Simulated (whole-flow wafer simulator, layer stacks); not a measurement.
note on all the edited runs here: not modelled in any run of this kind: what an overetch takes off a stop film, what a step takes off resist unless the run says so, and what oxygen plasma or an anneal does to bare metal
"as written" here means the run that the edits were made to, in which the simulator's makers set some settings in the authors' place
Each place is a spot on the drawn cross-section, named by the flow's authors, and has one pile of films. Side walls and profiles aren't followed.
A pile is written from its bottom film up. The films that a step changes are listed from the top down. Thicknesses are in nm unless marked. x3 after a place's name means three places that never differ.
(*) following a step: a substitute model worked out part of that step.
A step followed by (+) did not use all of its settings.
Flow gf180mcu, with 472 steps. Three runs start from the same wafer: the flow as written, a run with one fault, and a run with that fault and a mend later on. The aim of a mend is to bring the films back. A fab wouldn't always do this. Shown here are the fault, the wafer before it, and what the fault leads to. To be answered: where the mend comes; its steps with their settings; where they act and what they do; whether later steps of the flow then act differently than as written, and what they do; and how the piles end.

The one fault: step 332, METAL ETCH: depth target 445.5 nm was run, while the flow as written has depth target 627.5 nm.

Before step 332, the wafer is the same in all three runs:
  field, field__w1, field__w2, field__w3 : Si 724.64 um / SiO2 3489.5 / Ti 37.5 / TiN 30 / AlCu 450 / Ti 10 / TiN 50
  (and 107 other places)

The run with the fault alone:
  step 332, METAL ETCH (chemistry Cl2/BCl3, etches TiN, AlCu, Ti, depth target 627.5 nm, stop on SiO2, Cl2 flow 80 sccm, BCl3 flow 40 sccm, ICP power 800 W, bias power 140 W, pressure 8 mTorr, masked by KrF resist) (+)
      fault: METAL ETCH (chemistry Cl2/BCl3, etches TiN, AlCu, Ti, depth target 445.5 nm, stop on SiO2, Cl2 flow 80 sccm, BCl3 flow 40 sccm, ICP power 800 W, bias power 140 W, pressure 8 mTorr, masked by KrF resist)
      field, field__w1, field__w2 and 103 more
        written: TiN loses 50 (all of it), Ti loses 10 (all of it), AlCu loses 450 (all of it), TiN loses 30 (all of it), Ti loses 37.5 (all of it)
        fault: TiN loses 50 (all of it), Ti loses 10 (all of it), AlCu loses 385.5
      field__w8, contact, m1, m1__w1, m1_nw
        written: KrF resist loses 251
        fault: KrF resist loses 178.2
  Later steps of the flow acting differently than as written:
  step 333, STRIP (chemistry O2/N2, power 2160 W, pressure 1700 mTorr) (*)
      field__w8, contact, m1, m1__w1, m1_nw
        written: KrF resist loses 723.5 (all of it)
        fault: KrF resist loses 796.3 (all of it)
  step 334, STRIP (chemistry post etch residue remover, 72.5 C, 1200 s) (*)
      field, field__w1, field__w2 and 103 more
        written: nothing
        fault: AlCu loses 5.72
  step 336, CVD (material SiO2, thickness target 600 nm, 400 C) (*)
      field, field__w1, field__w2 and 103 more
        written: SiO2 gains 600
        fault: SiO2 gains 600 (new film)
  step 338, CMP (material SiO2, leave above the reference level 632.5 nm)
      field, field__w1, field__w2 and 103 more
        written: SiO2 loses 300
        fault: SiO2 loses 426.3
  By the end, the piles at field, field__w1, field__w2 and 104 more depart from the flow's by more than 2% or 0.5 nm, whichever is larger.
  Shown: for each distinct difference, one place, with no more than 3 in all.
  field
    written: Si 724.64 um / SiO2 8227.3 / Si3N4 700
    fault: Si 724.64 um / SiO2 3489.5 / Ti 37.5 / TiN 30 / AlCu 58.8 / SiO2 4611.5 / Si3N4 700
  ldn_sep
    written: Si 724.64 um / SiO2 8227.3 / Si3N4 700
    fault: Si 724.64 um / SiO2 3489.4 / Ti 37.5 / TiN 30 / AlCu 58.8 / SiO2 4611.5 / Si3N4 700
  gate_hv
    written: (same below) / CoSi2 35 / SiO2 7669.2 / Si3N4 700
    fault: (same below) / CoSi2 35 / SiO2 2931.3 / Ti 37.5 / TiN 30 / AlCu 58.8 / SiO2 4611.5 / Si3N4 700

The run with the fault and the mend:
  The mend follows step 332.
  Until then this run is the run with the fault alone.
  step 332a, METAL ETCH (chemistry Cl2/BCl3, etches TiN, AlCu, Ti, depth target 182 nm, stop on SiO2, Cl2 flow 80 sccm, BCl3 flow 40 sccm, ICP power 800 W, bias power 140 W, pressure 8 mTorr, masked by KrF resist) (+) (a further turn of the flow's step 332, with different settings)
      field, field__w1, field__w2 and 103 more
        AlCu loses 64.5 (all of it), TiN loses 30 (all of it), Ti loses 37.5 (all of it)
      field__w8, contact, m1, m1__w1, m1_nw
        KrF resist loses 72.8
  None of the later steps of the flow acts differently than as written at any place that is followed.
  The piles end the same as the flow's at every place that both follow.
